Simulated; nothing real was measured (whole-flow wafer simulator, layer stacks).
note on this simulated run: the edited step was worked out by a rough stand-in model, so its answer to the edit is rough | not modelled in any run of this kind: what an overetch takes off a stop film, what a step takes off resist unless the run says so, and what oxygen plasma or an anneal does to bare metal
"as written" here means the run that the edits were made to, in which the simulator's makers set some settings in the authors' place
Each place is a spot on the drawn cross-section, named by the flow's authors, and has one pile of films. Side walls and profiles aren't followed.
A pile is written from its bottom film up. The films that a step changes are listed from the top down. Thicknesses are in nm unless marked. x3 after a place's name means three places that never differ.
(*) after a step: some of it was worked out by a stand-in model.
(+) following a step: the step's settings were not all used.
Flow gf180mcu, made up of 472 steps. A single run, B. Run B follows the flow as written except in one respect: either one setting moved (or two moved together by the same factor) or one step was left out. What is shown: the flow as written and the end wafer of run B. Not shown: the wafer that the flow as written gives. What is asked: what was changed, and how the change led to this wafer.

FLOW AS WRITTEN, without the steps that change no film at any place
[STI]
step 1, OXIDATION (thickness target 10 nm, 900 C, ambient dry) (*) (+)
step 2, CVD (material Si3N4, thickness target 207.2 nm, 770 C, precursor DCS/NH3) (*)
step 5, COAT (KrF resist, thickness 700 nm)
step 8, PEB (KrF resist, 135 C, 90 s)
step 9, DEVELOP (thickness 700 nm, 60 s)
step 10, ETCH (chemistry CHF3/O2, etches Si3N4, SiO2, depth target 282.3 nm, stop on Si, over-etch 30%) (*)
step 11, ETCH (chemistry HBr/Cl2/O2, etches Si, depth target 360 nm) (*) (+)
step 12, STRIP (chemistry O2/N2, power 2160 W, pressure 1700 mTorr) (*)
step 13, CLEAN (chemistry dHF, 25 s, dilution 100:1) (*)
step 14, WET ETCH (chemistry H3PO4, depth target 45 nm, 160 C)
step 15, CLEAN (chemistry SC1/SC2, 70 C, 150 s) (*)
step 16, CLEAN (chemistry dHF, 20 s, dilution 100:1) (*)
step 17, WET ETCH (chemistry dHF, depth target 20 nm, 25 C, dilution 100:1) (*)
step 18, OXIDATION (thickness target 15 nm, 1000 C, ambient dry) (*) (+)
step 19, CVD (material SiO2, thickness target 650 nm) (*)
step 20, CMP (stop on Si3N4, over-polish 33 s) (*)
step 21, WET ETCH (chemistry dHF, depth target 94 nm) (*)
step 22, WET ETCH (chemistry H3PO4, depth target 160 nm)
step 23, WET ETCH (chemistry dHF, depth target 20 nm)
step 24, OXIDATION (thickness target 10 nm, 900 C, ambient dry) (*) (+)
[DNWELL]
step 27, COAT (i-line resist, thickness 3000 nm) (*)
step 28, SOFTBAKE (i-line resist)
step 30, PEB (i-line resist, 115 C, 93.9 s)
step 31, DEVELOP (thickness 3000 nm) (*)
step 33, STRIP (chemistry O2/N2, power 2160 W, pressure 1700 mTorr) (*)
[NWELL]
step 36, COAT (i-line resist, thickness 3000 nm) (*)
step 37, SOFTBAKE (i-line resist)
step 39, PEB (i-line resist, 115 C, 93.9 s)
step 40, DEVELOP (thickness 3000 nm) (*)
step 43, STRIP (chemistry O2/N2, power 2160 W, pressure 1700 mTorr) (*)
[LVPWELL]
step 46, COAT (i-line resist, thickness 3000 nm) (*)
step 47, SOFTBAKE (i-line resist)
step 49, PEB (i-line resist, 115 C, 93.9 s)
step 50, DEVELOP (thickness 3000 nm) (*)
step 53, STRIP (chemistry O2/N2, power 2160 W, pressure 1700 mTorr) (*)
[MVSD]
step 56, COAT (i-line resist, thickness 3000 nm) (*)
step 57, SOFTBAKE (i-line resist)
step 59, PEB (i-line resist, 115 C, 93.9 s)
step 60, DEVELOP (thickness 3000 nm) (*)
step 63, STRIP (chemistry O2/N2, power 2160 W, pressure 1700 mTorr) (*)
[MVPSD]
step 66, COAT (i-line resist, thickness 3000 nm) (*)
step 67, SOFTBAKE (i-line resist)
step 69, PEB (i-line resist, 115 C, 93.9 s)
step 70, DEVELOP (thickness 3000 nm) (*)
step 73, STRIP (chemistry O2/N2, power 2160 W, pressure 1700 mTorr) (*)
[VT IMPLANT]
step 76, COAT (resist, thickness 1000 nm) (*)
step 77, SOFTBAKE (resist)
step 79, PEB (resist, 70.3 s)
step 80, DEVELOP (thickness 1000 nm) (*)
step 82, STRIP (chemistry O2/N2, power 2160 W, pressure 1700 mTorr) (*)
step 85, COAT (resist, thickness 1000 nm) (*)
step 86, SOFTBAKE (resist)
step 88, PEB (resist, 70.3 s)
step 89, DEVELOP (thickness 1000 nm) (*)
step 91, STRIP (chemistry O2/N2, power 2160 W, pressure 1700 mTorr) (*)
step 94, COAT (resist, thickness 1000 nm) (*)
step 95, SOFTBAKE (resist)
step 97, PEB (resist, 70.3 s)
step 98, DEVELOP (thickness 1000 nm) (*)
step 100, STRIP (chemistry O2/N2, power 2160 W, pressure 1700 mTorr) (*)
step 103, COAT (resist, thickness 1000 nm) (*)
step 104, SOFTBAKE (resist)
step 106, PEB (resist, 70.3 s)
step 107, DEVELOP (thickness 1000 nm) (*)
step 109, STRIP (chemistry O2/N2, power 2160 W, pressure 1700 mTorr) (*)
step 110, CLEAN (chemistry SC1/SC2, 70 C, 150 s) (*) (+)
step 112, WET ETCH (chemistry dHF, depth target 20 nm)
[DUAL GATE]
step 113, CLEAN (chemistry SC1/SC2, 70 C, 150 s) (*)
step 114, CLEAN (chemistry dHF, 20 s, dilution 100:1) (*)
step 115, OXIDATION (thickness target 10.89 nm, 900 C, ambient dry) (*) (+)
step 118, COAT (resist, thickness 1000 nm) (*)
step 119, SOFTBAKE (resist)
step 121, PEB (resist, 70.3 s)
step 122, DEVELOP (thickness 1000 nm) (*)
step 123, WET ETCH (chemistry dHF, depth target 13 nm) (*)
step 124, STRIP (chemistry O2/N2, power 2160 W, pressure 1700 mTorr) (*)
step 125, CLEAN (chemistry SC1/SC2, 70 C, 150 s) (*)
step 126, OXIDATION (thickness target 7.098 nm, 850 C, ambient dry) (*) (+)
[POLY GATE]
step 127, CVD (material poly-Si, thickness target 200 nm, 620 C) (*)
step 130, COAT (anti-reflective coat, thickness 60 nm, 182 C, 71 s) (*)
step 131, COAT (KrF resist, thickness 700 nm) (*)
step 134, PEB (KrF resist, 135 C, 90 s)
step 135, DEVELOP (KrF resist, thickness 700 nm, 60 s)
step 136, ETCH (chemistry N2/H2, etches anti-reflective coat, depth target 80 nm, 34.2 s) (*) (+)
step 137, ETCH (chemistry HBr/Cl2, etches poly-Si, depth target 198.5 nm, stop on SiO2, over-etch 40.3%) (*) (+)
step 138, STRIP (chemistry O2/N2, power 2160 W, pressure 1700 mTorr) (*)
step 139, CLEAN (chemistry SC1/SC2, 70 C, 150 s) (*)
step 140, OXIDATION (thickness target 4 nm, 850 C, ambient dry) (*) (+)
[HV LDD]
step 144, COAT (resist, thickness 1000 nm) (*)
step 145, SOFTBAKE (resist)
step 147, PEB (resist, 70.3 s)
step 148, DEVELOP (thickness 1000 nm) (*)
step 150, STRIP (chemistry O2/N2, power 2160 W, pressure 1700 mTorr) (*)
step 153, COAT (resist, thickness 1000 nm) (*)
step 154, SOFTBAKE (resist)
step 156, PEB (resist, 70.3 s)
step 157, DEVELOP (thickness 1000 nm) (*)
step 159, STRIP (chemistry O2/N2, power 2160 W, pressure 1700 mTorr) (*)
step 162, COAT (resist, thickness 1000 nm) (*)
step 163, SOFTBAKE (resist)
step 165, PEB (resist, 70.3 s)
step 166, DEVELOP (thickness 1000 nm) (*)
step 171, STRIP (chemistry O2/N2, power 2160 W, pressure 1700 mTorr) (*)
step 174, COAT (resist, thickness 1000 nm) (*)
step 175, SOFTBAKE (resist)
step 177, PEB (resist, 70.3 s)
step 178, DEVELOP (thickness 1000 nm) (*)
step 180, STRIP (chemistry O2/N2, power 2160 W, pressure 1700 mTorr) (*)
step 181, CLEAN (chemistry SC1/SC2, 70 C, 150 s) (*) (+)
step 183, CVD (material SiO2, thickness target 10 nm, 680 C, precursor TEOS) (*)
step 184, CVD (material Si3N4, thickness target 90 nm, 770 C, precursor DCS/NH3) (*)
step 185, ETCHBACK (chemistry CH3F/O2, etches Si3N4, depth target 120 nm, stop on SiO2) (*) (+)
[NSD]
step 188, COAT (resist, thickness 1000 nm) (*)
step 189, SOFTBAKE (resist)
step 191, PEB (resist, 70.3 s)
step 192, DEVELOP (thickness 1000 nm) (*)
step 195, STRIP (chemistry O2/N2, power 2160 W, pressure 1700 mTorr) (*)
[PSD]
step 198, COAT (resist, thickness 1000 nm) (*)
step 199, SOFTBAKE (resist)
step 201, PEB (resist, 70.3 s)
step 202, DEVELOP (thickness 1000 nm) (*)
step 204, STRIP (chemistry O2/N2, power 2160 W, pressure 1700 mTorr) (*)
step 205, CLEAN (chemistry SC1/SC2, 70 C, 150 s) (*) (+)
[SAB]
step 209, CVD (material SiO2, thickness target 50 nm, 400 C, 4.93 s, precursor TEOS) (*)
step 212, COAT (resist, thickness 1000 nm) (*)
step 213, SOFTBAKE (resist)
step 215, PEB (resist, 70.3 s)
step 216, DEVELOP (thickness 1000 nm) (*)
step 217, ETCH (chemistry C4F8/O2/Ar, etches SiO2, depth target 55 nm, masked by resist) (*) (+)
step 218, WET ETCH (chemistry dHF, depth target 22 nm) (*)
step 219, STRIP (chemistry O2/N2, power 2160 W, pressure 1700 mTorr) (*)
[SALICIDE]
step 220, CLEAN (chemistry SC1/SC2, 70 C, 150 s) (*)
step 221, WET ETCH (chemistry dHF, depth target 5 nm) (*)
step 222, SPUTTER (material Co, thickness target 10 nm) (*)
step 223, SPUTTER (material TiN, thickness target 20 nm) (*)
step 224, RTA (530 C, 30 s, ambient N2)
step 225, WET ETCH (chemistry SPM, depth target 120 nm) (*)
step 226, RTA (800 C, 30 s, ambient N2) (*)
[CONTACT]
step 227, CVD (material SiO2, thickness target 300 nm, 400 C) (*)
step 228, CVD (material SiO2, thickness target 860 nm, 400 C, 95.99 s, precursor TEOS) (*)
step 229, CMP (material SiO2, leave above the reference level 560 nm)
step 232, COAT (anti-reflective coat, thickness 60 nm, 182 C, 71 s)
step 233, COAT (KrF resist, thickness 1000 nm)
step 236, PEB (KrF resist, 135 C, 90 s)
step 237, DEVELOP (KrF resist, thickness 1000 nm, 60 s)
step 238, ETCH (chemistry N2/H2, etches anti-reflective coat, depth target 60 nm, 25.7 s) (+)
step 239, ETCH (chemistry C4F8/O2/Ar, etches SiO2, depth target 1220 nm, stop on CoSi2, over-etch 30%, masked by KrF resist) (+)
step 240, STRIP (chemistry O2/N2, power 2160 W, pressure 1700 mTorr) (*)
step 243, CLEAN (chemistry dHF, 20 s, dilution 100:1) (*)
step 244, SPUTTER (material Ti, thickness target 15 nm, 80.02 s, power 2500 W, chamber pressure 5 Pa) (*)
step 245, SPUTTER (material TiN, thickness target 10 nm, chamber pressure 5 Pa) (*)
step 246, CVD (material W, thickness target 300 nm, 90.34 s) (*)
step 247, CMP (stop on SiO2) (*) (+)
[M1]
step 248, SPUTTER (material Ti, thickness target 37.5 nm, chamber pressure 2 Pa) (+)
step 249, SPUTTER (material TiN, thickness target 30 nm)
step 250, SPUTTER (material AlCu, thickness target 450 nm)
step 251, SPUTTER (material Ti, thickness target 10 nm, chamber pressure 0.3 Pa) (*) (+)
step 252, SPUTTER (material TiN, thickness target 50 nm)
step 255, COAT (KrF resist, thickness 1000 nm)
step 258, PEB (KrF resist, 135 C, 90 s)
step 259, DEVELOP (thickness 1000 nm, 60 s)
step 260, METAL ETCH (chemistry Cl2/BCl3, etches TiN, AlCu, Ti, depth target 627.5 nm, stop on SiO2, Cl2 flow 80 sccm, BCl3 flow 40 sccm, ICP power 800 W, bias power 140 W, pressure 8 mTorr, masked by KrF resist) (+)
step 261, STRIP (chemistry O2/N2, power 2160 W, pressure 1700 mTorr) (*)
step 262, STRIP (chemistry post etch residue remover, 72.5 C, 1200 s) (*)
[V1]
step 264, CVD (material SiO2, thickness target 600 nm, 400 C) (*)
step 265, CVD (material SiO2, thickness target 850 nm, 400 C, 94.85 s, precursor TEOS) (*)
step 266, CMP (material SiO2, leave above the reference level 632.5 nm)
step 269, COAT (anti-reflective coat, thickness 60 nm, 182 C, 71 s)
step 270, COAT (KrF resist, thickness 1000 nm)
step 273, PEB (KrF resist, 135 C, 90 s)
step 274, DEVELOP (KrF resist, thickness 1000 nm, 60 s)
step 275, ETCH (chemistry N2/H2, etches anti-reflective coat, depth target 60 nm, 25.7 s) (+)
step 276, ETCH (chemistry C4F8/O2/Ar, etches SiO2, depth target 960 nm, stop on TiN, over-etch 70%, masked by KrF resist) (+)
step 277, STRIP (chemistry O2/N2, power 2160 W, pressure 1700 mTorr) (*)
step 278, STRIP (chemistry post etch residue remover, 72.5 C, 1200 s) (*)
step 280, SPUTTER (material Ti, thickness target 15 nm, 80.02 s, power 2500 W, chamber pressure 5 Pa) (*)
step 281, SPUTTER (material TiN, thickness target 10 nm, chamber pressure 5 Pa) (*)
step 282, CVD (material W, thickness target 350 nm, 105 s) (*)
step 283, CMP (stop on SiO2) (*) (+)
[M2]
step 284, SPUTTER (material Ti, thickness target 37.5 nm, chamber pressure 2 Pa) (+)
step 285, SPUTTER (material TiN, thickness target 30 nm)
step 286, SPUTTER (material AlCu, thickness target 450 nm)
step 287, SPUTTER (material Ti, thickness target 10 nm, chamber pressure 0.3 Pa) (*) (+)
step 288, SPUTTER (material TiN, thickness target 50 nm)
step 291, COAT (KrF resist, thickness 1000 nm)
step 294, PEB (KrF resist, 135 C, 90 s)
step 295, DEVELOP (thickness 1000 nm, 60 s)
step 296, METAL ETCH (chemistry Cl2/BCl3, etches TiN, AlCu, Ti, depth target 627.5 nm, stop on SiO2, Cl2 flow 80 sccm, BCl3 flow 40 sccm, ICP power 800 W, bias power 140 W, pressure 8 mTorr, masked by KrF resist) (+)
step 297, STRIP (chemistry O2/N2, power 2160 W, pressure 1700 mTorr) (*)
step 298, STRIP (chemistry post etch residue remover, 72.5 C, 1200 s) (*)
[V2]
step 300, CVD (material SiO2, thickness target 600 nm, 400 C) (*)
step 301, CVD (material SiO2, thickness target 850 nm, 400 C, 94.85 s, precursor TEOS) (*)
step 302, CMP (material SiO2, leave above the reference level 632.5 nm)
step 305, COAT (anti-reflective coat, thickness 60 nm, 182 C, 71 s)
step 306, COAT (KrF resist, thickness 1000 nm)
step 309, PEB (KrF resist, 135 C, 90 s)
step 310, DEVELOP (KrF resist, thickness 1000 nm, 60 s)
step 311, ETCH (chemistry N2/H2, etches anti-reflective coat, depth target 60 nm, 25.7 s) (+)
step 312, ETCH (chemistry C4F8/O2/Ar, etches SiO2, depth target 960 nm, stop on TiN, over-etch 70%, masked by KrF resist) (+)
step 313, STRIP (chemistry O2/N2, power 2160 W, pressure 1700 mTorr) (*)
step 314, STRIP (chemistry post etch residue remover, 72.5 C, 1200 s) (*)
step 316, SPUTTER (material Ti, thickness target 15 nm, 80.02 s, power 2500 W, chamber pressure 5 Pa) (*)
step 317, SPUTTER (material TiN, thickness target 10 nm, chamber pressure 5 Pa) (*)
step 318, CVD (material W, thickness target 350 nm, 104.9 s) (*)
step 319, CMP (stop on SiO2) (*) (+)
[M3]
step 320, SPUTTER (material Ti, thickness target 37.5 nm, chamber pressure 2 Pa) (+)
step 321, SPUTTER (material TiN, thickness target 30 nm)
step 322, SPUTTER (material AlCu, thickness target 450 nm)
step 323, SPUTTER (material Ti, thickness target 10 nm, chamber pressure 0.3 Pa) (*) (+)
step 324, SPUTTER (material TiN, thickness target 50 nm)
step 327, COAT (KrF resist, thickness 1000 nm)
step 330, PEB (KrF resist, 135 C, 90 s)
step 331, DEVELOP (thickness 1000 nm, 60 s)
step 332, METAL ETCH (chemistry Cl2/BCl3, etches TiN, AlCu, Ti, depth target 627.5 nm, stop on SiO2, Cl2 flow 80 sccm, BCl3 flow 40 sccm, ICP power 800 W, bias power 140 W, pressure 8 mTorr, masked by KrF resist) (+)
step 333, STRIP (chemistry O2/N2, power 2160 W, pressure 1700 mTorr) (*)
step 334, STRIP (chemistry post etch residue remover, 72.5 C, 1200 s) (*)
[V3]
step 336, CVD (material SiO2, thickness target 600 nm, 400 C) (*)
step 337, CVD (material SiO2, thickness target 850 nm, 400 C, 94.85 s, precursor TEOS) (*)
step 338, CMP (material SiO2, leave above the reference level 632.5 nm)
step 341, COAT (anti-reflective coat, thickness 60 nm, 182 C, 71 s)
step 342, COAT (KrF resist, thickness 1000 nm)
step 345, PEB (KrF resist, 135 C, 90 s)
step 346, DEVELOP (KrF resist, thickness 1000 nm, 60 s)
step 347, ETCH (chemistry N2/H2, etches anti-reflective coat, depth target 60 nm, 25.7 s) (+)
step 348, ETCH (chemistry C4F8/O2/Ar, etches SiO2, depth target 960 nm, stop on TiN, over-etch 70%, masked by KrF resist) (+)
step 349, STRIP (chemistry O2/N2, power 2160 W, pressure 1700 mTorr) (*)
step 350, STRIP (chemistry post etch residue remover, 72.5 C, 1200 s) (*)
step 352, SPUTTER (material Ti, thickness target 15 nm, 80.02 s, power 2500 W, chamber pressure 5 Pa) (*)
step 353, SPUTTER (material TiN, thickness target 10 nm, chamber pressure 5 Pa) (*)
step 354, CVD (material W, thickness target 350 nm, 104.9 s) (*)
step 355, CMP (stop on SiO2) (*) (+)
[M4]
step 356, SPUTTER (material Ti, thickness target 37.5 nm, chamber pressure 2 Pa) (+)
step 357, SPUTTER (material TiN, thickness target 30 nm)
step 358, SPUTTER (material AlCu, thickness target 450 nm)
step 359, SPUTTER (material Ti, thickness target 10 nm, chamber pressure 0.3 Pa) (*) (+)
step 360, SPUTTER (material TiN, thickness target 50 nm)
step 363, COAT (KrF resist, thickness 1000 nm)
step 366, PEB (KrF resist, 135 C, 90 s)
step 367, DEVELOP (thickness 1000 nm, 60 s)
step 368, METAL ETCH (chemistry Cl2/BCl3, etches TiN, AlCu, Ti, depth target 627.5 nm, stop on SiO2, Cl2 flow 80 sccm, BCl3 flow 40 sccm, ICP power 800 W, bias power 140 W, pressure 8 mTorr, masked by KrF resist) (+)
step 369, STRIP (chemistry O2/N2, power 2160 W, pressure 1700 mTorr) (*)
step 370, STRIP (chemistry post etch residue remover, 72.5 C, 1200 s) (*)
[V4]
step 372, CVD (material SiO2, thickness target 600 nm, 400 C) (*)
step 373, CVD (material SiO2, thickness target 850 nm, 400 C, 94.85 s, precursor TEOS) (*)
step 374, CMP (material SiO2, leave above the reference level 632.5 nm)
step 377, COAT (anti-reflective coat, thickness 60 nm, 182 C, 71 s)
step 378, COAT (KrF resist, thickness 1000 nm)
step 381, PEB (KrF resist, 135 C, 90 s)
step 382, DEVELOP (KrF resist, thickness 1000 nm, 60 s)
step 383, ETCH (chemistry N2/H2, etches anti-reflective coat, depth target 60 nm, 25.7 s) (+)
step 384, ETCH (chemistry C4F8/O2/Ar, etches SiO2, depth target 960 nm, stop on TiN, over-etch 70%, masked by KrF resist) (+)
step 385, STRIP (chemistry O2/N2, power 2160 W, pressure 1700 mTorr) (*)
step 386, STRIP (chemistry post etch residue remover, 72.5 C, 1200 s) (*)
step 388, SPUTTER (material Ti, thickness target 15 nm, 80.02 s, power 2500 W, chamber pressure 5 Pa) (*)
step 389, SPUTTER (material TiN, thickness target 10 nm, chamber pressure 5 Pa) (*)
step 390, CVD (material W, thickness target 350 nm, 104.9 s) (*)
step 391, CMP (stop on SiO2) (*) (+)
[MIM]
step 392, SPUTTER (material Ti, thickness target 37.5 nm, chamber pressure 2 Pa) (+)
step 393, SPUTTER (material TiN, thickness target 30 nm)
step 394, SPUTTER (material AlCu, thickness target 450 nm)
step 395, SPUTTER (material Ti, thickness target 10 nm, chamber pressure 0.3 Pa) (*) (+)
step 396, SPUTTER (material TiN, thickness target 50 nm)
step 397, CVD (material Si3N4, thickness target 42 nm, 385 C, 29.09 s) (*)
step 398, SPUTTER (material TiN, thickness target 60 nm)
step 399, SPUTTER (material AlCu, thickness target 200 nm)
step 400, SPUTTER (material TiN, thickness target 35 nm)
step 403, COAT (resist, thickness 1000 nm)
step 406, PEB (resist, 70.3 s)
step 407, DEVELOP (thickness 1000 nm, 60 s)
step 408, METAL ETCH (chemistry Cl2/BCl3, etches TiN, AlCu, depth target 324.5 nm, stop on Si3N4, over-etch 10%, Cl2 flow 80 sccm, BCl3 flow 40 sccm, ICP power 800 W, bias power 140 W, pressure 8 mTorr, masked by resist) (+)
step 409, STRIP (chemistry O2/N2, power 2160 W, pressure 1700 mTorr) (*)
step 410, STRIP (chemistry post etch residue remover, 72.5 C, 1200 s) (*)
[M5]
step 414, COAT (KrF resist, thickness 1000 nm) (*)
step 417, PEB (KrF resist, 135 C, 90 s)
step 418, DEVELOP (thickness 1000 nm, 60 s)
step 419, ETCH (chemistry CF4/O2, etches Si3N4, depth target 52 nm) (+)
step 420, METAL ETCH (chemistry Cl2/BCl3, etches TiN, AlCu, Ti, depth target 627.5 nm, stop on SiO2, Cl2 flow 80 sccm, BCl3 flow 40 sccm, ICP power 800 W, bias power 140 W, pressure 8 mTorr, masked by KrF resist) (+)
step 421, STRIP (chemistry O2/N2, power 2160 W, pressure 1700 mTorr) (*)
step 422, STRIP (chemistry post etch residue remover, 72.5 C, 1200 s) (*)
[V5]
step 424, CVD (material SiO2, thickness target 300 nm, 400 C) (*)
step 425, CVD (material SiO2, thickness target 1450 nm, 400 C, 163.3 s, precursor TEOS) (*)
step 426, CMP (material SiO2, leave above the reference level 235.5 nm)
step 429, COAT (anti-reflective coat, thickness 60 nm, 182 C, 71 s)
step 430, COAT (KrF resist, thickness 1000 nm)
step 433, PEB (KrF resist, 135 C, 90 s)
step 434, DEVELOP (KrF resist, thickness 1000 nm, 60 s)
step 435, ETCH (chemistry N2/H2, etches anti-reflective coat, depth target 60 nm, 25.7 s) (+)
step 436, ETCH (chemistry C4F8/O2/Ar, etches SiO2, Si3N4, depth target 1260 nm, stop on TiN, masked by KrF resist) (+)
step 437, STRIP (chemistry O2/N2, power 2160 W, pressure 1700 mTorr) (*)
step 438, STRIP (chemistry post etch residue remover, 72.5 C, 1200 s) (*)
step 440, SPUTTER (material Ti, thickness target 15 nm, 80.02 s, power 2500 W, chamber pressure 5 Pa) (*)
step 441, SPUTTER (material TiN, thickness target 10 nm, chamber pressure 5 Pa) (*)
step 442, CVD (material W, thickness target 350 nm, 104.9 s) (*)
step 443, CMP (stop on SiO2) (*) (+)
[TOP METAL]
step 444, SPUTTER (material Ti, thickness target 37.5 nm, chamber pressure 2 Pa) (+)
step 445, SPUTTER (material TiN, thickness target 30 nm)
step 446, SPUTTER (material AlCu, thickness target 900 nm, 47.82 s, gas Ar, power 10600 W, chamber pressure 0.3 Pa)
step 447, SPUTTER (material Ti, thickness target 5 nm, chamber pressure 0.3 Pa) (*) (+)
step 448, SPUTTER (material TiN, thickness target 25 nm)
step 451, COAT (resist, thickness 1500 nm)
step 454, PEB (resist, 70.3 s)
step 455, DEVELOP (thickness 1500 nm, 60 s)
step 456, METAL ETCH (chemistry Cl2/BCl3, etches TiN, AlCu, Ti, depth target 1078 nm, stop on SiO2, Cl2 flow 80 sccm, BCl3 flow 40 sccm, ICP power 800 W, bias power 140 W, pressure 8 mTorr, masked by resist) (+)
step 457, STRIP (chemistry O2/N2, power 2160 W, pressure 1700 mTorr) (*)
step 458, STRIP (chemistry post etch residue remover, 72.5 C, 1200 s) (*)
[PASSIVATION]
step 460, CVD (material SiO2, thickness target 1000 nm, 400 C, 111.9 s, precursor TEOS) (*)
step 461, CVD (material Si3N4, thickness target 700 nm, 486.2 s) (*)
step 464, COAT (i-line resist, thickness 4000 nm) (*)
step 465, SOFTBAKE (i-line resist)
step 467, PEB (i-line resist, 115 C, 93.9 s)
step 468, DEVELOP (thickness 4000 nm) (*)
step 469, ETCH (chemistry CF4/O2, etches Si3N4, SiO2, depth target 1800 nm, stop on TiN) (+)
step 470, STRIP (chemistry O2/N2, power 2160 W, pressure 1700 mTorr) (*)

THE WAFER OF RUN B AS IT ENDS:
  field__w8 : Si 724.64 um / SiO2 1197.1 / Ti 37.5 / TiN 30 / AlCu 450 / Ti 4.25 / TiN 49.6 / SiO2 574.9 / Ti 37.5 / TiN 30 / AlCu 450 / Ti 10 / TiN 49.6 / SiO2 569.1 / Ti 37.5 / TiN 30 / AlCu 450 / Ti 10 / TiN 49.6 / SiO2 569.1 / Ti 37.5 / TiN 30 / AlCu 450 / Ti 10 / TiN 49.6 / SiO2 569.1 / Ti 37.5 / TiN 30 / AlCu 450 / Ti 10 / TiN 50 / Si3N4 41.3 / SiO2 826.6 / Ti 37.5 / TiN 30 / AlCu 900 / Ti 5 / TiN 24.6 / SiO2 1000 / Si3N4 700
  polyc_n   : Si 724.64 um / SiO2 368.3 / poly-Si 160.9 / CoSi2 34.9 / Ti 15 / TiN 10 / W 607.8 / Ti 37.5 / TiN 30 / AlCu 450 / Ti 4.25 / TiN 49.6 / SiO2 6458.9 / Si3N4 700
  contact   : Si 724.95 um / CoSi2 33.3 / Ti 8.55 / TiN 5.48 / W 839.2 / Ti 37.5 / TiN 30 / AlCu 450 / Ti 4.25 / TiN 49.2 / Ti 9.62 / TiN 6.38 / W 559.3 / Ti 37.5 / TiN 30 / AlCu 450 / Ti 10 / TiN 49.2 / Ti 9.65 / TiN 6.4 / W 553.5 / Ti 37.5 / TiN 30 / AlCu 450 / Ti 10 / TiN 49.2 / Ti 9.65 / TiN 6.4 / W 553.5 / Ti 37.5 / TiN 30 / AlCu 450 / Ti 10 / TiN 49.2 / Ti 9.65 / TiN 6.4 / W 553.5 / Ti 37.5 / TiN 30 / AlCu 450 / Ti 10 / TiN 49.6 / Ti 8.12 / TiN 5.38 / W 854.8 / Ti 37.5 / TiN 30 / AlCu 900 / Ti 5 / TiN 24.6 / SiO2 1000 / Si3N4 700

Cause: step 251, SPUTTER: thickness target 4.25 nm was run, while the flow as written has thickness target 10 nm.
The wafer lets one read it off: field__w8 has Ti 4.25, and step 251 as written asks for 10 nm.

How this came from the change, step by step:
  step 251, SPUTTER (material Ti, thickness target 10 nm, chamber pressure 0.3 Pa) (*) (+)
      field, field__w1, field__w2 and 108 more: +4.25 Ti (new film) (it would be, as written: +10 Ti (new film))
  step 260, METAL ETCH (chemistry Cl2/BCl3, etches TiN, AlCu, Ti, depth target 627.5 nm, stop on SiO2, Cl2 flow 80 sccm, BCl3 flow 40 sccm, ICP power 800 W, bias power 140 W, pressure 8 mTorr, masked by KrF resist) (+)
      field, field__w1, field__w2 and 99 more: -50 TiN (all of it), -4.25 Ti (all of it), -450 AlCu (all of it), -30 TiN (all of it), -37.5 Ti (all of it) (it would be, as written: -50 TiN (all of it), -10 Ti (all of it), -450 AlCu (all of it), -30 TiN (all of it), -37.5 Ti (all of it))
